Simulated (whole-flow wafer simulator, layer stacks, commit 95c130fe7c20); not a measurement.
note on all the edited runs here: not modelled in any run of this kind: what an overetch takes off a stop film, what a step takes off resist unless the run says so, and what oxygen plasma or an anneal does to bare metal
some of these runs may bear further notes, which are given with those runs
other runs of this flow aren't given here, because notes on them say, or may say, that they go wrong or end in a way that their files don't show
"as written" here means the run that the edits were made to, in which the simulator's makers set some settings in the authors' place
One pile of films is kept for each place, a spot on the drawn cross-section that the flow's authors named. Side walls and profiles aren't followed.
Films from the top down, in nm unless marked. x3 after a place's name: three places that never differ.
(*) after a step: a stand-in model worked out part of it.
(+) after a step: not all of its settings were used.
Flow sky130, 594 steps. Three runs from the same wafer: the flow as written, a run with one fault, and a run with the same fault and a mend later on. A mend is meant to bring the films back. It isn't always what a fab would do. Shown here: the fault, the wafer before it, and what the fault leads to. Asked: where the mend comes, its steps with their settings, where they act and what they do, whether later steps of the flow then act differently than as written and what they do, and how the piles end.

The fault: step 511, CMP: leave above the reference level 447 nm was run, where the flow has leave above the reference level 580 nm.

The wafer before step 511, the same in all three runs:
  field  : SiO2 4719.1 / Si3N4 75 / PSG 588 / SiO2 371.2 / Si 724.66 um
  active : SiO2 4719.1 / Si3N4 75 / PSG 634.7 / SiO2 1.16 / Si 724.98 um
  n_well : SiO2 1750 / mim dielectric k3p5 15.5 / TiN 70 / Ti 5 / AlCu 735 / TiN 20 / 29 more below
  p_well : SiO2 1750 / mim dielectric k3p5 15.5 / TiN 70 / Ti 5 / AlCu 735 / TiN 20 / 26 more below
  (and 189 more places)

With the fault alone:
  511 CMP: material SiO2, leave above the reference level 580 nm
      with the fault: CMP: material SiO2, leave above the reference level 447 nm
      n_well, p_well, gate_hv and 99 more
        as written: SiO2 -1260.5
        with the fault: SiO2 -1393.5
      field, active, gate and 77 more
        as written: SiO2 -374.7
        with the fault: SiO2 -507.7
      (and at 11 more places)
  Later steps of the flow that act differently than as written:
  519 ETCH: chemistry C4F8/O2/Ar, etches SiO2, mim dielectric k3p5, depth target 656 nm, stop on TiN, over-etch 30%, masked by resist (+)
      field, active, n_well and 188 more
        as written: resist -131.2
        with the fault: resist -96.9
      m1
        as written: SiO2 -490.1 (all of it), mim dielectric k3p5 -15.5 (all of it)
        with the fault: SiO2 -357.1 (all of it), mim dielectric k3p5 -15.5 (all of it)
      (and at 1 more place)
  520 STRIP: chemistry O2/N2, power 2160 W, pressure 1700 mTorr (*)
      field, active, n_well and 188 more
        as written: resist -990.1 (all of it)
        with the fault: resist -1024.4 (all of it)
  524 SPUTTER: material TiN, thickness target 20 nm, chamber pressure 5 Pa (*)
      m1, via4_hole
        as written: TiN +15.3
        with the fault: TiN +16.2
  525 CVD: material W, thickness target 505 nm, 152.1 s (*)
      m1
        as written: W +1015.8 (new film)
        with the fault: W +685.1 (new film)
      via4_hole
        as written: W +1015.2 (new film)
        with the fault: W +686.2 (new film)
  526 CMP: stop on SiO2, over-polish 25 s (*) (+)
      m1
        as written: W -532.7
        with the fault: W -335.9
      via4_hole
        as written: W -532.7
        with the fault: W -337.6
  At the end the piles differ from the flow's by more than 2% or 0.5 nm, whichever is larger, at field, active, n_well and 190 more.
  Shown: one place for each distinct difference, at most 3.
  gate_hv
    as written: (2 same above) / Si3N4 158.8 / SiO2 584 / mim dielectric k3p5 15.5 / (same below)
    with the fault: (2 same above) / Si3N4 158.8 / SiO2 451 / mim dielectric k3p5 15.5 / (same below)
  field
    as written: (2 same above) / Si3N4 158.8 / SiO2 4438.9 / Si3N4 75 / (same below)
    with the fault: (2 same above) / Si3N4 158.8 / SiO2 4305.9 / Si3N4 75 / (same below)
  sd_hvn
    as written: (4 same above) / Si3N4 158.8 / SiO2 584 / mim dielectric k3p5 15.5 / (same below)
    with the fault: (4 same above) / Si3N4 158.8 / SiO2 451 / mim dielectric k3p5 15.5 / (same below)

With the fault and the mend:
  The mend comes after step 511.
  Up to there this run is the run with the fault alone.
  511a HDPCVD: thickness target 133 nm (*) (the flow's step 510 once more, with other settings)
      field, active, n_well and 190 more
        SiO2 +133
  No later step of the flow acts differently than as written at any place that is followed.
  At the end the piles are the same as the flow's at every place that both follow.
